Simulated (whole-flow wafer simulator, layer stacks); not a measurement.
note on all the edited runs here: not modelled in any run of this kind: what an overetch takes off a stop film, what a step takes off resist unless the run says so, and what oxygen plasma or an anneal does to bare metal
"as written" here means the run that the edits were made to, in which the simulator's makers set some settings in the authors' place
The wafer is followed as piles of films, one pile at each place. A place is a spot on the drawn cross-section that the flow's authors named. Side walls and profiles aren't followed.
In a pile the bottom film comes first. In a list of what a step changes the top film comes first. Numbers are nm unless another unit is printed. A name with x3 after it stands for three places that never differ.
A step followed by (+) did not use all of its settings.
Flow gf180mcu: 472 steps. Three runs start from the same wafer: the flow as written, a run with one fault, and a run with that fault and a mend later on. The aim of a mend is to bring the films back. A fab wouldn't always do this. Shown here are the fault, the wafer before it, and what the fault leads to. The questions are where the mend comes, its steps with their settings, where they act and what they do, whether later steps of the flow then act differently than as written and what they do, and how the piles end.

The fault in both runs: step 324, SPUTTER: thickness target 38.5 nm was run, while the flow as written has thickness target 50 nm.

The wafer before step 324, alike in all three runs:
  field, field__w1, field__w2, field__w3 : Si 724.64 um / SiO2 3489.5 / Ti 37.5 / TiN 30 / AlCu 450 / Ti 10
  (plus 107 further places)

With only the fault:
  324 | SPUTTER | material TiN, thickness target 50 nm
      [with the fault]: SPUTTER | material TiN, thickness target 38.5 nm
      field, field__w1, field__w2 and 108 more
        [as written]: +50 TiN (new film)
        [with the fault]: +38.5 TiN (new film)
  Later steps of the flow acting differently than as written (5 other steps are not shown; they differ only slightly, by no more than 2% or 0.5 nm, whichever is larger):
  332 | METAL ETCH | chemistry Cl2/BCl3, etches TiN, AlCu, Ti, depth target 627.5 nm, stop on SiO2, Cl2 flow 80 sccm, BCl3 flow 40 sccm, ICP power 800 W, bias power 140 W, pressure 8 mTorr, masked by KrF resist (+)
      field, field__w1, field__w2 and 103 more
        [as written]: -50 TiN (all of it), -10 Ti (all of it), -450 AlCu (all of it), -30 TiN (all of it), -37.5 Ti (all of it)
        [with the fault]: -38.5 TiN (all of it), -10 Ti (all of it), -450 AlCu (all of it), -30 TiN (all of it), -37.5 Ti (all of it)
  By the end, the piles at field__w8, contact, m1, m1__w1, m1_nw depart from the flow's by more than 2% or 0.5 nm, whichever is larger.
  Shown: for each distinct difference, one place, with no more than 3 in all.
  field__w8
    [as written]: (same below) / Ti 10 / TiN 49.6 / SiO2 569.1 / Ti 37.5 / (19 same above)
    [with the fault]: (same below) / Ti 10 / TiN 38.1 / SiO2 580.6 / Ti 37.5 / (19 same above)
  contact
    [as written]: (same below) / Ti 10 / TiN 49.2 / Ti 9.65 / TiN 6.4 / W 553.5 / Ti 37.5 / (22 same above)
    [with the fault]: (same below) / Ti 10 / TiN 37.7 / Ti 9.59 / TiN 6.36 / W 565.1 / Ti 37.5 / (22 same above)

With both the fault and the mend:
  The mend stands after step 324.
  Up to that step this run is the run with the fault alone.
  324a | SPUTTER | material TiN, thickness target 11.5 nm (the flow's step 324 again, with other settings)
      field, field__w1, field__w2 and 108 more
        +11.5 TiN
  None of the later steps of the flow acts differently than as written at any place that is followed.
  By the end, the piles equal the flow's at every place that both follow.
